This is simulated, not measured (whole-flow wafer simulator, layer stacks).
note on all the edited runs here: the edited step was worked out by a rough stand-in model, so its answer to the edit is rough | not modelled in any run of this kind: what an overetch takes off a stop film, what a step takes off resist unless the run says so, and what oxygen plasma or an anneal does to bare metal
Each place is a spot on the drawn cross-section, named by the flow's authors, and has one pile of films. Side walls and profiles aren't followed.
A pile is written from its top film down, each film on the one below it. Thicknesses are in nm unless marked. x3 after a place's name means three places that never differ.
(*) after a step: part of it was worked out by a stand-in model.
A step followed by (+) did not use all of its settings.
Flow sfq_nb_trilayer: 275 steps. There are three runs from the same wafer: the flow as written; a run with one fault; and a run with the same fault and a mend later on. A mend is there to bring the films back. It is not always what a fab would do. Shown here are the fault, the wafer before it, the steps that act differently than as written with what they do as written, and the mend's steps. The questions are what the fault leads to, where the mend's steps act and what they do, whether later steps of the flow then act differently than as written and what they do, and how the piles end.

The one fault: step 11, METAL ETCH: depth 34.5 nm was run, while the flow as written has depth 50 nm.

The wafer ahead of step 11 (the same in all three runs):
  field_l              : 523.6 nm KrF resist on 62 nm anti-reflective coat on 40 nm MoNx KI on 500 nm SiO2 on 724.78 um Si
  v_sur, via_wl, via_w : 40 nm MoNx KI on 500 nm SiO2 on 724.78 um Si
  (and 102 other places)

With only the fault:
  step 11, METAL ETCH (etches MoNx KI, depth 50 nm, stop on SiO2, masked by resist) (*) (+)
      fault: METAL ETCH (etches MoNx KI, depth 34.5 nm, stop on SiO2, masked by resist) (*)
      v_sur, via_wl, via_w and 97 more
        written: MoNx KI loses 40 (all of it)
        fault: MoNx KI loses 34.5
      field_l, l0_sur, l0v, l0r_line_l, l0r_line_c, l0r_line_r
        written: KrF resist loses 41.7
        fault: KrF resist loses 28.8
  Steps further on in the flow that do not act as written (9 more steps, not shown, differ only slightly: by at most 2% or 0.5 nm, whichever is larger):
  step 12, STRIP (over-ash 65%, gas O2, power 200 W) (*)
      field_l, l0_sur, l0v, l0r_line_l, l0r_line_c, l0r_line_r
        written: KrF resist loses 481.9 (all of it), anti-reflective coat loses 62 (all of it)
        fault: KrF resist loses 494.8 (all of it), anti-reflective coat loses 62 (all of it)
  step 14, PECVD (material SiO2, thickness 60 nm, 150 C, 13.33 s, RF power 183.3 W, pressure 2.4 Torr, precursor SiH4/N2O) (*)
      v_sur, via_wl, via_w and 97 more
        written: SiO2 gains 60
        fault: SiO2 gains 60 (new film)
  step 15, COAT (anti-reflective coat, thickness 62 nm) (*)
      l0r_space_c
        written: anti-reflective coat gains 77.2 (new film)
        fault: anti-reflective coat gains 75.2 (new film)
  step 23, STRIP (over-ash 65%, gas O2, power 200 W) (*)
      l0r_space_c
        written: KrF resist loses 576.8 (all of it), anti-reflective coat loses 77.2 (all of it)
        fault: KrF resist loses 574.4 (all of it), anti-reflective coat loses 75.2 (all of it)
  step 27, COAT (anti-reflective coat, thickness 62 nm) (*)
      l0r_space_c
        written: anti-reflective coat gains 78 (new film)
        fault: anti-reflective coat gains 75.7 (new film)
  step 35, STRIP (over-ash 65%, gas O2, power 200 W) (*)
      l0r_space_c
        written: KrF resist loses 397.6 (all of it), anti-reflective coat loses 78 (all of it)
        fault: KrF resist loses 395.5 (all of it), anti-reflective coat loses 75.7 (all of it)
  At v_sur, via_wl, via_w and 97 more, the piles at the end differ from the flow's by more than 2% or 0.5 nm, whichever is larger.
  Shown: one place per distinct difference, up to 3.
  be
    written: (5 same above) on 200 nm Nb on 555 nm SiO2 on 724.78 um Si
    fault: (5 same above) on 200 nm Nb on 55 nm SiO2 on 5.5 nm MoNx KI on 500 nm SiO2 on 724.78 um Si
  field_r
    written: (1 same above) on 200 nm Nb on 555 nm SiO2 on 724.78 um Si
    fault: (1 same above) on 200 nm Nb on 55 nm SiO2 on 5.5 nm MoNx KI on 500 nm SiO2 on 724.78 um Si
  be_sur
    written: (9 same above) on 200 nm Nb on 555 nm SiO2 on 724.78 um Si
    fault: (9 same above) on 200 nm Nb on 55 nm SiO2 on 5.5 nm MoNx KI on 500 nm SiO2 on 724.78 um Si

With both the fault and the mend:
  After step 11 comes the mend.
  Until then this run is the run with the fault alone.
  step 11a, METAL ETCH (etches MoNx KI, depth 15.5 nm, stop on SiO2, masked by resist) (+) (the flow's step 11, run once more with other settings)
      v_sur, via_wl, via_w and 97 more
        MoNx KI loses 5.5 (all of it)
      field_l, l0_sur, l0v, l0r_line_l, l0r_line_c, l0r_line_r
        KrF resist loses 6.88
  None of the later steps of the flow differs from how it acts as written, at any place that is followed, by more than 2% or 0.5 nm, whichever is larger.
  At every place that both follow, the piles at the end match the flow's.
